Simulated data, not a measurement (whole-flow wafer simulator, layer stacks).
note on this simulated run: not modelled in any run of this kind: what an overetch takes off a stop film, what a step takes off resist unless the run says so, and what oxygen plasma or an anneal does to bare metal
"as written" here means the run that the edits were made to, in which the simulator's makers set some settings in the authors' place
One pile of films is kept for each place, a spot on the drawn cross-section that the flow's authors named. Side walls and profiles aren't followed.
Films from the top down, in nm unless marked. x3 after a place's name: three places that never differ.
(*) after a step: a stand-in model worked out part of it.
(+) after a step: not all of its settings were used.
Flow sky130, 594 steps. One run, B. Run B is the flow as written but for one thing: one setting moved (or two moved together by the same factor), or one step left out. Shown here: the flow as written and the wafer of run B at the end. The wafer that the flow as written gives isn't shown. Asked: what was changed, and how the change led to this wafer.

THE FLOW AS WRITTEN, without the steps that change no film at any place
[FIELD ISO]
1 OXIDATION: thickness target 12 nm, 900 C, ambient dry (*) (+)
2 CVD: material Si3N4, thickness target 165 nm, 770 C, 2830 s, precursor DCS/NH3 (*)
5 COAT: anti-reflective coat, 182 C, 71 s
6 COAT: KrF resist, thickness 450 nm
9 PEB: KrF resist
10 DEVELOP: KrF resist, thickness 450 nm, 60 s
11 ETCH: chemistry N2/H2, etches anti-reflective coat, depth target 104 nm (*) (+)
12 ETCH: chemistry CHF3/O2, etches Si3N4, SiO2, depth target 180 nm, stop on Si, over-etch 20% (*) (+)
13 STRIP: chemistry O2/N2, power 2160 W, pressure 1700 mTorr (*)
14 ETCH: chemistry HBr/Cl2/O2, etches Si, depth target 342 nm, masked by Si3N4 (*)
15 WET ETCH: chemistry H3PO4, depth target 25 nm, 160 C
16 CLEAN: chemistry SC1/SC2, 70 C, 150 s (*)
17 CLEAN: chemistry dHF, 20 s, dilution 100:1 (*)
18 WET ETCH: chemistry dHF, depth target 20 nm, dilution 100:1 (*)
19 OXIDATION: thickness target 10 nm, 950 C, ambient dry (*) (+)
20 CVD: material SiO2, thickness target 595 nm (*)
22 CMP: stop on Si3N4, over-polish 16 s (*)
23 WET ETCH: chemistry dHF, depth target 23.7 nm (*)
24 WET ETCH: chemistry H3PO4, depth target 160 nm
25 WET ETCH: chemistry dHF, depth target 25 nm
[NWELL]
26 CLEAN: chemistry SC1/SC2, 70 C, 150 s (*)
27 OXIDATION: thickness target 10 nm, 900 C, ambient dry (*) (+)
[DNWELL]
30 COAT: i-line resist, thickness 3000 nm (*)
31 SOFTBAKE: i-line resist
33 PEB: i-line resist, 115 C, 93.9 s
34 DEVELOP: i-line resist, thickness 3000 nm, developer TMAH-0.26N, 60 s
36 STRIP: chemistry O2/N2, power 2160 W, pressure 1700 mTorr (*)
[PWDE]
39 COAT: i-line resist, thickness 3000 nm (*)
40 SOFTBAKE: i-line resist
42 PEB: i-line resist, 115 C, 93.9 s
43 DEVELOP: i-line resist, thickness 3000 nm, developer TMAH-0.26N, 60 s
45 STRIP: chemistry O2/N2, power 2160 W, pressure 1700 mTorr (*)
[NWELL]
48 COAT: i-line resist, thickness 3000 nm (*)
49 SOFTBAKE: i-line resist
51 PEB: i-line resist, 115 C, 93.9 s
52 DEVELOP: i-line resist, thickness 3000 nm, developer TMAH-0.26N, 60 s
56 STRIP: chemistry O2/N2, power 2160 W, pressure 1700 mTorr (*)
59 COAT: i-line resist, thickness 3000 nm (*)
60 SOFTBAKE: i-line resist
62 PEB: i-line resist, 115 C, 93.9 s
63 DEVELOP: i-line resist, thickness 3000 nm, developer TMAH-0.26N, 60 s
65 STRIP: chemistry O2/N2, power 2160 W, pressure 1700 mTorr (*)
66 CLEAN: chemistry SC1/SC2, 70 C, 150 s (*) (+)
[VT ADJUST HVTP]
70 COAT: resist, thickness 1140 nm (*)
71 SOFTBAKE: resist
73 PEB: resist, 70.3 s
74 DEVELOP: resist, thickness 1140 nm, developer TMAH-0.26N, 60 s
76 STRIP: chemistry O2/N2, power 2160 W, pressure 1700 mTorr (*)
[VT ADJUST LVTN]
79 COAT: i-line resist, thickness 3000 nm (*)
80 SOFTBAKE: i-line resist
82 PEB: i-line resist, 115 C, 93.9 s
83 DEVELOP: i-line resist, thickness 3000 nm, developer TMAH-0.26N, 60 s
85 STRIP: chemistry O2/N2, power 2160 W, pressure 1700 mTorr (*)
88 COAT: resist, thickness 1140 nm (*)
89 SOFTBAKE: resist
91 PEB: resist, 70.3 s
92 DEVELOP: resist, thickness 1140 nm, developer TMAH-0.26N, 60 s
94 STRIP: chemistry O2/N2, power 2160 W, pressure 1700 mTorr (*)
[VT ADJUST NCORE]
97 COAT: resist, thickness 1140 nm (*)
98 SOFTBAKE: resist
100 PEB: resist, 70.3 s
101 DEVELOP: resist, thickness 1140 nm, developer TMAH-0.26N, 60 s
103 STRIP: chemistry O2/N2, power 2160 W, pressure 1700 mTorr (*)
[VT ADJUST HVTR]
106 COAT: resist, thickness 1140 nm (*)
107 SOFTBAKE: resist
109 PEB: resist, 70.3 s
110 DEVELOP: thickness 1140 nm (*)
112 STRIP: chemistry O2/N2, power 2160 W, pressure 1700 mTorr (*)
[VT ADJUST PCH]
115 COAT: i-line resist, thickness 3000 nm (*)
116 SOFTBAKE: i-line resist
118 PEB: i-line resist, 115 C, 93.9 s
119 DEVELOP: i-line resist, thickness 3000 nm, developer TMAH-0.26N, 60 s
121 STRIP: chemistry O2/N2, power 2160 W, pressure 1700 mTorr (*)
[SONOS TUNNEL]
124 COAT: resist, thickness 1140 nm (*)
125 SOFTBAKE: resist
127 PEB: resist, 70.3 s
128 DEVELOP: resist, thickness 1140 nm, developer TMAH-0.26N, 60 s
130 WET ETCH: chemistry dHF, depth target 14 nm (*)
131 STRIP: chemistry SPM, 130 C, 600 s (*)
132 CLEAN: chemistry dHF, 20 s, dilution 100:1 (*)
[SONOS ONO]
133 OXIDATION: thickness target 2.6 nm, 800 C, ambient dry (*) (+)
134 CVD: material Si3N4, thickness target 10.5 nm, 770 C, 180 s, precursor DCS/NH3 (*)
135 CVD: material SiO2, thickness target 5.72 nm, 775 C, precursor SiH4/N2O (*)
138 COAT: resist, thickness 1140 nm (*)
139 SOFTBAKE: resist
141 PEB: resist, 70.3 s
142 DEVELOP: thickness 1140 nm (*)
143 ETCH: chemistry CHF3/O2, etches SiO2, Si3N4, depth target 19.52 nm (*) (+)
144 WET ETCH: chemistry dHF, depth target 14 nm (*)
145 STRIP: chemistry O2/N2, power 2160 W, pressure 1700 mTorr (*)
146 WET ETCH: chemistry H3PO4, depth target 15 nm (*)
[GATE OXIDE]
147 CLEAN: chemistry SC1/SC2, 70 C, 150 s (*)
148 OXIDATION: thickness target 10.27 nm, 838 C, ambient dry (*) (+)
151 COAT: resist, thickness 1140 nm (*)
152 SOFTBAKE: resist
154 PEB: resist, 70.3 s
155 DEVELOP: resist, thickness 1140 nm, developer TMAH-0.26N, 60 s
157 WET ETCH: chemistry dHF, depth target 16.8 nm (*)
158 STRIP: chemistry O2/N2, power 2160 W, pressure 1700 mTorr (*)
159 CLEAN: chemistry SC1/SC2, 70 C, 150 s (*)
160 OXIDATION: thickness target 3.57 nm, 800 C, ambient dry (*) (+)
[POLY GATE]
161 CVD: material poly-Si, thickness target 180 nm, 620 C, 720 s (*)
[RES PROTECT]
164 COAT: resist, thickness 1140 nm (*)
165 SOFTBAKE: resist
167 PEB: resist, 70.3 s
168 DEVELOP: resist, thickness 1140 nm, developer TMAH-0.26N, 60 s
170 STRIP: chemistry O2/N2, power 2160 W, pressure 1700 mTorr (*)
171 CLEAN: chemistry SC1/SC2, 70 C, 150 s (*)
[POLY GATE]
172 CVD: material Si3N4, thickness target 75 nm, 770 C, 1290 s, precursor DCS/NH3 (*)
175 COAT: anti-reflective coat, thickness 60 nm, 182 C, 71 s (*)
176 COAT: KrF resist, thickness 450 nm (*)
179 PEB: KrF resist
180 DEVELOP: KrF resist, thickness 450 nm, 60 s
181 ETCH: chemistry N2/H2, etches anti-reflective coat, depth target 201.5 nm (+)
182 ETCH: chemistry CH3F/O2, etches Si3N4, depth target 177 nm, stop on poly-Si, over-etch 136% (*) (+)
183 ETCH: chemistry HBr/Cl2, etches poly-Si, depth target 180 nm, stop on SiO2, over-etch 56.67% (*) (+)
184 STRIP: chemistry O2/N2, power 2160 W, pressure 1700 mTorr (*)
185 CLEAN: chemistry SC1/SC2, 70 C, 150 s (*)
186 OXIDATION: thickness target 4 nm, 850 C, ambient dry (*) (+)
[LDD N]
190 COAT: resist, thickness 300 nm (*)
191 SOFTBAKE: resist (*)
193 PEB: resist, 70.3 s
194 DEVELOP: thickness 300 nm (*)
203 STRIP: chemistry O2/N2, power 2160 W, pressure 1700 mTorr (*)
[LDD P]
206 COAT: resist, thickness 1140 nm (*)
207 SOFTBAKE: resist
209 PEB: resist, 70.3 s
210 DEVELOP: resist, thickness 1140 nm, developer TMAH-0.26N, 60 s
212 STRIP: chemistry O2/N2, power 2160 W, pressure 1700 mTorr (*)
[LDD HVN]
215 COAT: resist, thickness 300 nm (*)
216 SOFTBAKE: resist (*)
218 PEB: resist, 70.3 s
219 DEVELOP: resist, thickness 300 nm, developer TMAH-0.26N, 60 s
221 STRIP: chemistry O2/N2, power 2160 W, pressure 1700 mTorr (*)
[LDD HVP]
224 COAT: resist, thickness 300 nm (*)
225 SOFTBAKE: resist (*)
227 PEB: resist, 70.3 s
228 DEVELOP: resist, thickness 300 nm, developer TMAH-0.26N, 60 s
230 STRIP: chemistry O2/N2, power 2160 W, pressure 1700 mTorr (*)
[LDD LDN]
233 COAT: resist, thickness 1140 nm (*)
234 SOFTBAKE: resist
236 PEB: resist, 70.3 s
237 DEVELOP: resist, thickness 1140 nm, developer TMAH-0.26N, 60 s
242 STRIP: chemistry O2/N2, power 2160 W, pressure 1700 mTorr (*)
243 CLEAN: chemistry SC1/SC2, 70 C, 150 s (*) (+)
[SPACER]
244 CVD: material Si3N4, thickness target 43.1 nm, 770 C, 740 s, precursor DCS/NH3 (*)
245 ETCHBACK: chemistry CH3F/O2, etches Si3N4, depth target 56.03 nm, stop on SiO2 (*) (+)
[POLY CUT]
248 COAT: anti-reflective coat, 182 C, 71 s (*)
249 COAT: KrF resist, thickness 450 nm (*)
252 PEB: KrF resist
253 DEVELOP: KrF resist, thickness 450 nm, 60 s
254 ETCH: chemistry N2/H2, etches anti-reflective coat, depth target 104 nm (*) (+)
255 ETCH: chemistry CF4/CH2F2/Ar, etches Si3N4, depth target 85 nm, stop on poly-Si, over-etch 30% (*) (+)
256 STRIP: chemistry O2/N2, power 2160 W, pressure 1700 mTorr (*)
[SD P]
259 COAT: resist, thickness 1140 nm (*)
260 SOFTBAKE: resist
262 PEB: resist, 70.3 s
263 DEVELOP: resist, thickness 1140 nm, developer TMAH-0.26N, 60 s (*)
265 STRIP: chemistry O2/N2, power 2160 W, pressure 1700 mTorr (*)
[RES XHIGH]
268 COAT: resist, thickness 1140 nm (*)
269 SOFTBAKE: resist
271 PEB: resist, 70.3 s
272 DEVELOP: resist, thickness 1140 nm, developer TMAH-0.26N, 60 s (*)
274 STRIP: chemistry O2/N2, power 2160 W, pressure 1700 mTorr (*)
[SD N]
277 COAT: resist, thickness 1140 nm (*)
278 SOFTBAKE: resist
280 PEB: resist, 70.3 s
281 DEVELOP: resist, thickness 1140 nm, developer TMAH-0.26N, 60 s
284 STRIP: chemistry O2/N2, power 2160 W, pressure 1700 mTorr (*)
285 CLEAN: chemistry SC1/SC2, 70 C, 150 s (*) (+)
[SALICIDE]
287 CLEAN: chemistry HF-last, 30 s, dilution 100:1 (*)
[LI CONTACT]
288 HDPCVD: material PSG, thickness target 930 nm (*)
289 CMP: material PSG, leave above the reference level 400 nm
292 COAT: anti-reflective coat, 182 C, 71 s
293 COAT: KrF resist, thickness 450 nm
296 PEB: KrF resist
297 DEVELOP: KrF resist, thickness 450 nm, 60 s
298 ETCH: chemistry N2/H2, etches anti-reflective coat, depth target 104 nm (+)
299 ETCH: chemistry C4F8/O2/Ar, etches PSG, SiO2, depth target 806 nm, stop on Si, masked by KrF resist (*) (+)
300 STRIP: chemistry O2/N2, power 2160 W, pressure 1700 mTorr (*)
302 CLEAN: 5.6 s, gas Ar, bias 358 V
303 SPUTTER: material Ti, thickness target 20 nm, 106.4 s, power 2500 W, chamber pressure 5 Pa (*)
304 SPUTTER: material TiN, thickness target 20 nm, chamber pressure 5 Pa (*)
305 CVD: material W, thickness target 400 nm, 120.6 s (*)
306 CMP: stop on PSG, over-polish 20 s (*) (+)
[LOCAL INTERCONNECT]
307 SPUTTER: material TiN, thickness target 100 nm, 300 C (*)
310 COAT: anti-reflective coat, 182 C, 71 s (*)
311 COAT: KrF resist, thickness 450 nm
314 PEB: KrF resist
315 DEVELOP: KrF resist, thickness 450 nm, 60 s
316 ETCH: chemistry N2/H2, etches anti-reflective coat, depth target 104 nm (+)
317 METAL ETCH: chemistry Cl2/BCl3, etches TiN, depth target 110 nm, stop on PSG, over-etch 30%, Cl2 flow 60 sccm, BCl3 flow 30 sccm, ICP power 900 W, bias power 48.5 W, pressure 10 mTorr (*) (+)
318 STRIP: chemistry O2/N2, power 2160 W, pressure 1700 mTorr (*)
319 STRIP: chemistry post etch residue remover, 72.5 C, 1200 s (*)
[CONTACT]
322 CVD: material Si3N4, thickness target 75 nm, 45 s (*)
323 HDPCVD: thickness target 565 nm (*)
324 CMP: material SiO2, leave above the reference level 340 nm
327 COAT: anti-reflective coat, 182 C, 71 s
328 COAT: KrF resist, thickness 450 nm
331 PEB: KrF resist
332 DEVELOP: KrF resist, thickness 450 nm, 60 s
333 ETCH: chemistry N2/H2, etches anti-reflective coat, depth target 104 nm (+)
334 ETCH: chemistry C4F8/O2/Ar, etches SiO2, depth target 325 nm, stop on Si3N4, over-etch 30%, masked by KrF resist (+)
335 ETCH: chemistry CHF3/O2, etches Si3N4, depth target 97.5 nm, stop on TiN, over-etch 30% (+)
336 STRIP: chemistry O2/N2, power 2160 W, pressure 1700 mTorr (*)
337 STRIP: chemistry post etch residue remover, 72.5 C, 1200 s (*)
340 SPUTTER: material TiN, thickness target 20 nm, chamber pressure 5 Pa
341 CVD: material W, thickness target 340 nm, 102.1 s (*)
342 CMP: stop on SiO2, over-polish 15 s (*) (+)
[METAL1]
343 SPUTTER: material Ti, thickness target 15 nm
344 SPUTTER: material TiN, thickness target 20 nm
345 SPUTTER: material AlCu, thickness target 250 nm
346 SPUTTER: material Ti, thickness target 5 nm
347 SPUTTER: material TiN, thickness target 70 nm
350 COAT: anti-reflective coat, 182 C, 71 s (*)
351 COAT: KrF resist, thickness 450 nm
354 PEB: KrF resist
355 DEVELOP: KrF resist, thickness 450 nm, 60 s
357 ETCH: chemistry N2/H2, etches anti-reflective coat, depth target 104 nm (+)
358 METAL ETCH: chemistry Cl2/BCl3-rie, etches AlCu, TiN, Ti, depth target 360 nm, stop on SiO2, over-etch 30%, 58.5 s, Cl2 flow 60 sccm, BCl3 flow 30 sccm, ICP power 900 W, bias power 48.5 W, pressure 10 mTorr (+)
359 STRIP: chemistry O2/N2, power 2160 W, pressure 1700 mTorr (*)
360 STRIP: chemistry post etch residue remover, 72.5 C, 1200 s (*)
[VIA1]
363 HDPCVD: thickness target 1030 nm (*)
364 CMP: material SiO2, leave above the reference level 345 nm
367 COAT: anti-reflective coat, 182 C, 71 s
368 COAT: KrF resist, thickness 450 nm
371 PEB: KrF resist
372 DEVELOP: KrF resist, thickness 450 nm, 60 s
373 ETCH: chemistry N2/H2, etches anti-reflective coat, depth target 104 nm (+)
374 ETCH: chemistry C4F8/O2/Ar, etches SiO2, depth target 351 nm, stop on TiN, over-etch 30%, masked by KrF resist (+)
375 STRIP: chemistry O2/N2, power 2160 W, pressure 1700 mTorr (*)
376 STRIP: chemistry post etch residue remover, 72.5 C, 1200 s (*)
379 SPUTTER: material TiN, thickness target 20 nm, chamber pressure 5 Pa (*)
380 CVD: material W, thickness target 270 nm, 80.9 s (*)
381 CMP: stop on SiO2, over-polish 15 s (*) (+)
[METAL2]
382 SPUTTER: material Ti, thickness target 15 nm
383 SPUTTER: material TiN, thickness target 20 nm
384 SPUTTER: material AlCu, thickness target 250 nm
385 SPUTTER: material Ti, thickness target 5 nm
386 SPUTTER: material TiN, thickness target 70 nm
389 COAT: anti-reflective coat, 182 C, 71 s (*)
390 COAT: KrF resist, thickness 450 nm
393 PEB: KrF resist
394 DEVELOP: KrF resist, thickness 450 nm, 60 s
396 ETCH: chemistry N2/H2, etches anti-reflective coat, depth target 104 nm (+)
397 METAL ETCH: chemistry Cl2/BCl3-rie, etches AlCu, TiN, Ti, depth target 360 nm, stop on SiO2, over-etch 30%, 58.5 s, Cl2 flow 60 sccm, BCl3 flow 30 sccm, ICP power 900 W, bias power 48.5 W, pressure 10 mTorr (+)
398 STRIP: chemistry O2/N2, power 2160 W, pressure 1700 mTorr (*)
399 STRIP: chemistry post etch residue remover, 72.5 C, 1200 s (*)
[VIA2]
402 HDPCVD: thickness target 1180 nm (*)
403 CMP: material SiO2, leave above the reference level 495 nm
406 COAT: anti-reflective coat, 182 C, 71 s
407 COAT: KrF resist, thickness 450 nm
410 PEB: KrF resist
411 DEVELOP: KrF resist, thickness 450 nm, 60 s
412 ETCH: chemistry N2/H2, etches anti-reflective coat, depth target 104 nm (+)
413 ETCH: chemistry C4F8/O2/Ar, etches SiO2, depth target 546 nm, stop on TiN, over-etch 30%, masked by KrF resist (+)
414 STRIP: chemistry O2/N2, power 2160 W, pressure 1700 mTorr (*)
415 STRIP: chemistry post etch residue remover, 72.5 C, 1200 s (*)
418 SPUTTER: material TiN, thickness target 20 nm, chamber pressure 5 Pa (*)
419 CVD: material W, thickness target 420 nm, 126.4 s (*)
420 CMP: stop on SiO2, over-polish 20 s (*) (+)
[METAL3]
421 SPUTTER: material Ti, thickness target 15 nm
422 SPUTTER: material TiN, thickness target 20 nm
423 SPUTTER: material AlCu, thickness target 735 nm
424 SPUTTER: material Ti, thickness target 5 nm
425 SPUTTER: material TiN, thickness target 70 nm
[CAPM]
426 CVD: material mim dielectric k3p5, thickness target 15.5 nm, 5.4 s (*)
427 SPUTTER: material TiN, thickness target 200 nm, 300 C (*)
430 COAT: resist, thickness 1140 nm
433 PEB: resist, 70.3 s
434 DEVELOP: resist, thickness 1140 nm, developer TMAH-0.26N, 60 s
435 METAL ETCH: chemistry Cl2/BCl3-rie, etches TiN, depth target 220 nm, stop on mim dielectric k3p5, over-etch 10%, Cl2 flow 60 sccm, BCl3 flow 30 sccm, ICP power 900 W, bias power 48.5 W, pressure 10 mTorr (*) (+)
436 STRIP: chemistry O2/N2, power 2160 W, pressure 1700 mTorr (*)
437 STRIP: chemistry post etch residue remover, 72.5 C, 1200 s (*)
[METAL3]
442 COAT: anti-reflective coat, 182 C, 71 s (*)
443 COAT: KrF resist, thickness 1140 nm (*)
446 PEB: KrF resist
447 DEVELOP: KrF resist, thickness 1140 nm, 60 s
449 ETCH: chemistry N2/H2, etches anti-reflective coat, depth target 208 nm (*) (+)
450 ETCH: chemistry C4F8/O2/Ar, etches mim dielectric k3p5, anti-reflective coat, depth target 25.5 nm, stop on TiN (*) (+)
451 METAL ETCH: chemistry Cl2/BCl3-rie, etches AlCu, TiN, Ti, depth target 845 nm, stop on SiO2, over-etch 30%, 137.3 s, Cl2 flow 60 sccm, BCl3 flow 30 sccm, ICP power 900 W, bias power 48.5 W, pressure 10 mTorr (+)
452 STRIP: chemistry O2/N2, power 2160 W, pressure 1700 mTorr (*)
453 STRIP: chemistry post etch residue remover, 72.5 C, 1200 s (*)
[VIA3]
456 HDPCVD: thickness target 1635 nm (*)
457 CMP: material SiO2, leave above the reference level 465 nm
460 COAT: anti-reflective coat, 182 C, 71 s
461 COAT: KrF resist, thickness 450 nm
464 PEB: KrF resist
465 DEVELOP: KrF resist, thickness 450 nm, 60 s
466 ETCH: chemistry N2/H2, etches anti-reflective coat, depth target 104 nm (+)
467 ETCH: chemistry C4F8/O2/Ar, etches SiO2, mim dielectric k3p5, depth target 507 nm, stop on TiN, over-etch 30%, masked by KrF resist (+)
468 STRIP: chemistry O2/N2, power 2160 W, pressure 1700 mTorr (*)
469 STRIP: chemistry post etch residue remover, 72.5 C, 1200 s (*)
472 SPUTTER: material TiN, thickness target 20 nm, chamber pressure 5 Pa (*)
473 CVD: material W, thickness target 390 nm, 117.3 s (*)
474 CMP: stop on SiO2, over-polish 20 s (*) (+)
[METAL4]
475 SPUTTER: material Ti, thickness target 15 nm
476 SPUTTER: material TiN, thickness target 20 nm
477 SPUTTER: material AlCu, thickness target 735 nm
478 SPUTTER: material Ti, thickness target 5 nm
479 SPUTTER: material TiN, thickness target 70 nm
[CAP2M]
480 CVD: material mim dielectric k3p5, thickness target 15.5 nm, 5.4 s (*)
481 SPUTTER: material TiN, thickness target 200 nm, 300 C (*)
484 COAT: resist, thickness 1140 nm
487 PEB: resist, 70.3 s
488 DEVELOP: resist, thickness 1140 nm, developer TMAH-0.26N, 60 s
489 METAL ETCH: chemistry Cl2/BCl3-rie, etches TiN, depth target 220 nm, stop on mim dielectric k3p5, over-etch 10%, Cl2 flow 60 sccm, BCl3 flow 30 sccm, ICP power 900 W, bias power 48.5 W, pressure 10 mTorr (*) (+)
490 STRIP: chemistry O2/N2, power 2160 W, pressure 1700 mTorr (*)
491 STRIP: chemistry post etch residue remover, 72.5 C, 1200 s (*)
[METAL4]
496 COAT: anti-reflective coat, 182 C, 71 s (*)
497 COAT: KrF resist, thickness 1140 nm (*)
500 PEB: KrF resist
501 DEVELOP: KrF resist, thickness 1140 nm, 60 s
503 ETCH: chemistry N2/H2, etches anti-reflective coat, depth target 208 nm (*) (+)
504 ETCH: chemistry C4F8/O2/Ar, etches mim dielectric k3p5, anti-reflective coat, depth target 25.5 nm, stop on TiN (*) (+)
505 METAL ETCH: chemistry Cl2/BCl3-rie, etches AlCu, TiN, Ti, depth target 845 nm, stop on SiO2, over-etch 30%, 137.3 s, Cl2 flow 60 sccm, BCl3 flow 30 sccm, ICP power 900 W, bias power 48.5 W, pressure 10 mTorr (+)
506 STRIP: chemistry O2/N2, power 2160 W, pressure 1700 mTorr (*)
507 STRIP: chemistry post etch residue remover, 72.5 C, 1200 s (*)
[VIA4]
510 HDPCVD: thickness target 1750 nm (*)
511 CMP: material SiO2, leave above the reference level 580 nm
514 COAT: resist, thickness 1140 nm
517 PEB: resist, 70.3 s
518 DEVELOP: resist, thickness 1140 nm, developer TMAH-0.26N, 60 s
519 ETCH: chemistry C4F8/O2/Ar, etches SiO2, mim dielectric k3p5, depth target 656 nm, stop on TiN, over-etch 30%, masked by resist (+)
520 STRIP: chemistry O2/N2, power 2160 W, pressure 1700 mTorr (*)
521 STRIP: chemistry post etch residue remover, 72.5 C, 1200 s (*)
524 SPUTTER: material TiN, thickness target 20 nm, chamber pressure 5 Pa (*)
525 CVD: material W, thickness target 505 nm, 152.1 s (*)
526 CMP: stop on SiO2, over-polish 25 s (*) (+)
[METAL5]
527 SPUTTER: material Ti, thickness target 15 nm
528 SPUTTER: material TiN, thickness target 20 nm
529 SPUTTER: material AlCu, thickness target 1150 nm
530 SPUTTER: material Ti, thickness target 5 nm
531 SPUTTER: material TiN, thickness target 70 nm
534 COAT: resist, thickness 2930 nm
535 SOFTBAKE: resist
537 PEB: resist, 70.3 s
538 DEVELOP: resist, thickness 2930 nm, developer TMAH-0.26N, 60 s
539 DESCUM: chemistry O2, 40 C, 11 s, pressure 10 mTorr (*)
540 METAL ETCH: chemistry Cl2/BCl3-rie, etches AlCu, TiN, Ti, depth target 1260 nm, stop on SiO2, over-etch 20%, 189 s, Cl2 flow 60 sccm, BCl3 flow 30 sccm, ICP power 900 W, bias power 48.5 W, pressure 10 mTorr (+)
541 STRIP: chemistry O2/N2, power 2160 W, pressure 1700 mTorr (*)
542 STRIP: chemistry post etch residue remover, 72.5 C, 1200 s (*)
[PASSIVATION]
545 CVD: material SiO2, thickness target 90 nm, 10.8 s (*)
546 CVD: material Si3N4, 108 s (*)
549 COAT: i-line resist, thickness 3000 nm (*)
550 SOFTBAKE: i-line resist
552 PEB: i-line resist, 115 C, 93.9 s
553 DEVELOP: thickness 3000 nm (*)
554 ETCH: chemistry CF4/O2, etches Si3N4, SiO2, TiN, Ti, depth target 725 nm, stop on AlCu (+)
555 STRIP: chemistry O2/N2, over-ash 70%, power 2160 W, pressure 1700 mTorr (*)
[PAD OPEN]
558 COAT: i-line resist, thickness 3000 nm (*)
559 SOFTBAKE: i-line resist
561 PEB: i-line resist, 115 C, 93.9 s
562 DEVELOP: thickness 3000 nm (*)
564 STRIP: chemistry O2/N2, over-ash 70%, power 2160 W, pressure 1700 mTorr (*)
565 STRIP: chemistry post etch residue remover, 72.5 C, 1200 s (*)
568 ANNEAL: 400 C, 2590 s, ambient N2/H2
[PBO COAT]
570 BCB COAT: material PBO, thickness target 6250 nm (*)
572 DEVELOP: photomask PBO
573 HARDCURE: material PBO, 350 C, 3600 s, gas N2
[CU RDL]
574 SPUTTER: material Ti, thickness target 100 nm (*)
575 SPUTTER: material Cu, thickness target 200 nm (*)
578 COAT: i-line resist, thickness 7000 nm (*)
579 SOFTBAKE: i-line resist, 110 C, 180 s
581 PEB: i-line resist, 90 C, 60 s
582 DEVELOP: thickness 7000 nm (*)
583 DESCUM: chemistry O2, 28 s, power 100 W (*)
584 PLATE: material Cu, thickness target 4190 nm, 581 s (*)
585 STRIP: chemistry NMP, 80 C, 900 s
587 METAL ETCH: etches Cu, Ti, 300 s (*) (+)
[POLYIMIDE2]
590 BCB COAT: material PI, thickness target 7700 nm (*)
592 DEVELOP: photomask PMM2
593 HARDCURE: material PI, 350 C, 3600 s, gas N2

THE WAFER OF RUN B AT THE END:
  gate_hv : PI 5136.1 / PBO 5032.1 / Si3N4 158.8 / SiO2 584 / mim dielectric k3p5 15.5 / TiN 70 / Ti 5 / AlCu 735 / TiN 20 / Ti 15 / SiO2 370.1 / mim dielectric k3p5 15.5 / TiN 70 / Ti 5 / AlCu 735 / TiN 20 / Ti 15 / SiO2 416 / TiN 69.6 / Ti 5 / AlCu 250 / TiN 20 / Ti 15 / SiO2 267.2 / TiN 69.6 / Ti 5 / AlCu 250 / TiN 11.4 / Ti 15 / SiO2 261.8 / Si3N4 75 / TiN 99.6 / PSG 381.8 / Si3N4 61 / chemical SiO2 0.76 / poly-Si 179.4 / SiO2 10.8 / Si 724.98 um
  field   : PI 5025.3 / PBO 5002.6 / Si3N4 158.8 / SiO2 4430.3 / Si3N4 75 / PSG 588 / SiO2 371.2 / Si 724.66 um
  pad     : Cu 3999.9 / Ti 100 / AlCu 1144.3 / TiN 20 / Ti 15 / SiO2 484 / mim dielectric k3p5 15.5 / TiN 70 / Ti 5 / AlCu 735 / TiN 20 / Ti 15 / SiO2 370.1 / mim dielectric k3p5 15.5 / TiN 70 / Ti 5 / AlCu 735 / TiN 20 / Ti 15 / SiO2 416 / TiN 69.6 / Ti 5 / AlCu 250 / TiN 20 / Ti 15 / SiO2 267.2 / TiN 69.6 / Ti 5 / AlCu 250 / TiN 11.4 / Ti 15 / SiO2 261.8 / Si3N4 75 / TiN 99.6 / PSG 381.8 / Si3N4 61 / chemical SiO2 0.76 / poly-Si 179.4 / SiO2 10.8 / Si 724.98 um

The cause: step 344, SPUTTER: thickness target 11.4 nm was run, where the flow has thickness target 20 nm.
It can be read off the wafer: gate_hv has TiN 11.4, and step 344 as written asks for 20 nm.

How the change led to this, step by step:
  344 SPUTTER: material TiN, thickness target 20 nm
      field, active, n_well and 188 more: TiN +11.4 (new film) (as written it would be: TiN +20 (new film))
  358 METAL ETCH: chemistry Cl2/BCl3-rie, etches AlCu, TiN, Ti, depth target 360 nm, stop on SiO2, over-etch 30%, 58.5 s, Cl2 flow 60 sccm, BCl3 flow 30 sccm, ICP power 900 W, bias power 48.5 W, pressure 10 mTorr (+)
      field, active, gate and 81 more: TiN -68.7 (all of it), Ti -5 (all of it), AlCu -250 (all of it), TiN -11.4 (all of it), Ti -15 (all of it), SiO2 -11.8 (as written it would be: TiN -68.7 (all of it), Ti -5 (all of it), AlCu -250 (all of it), TiN -20 (all of it), Ti -15 (all of it), SiO2 -10.9)
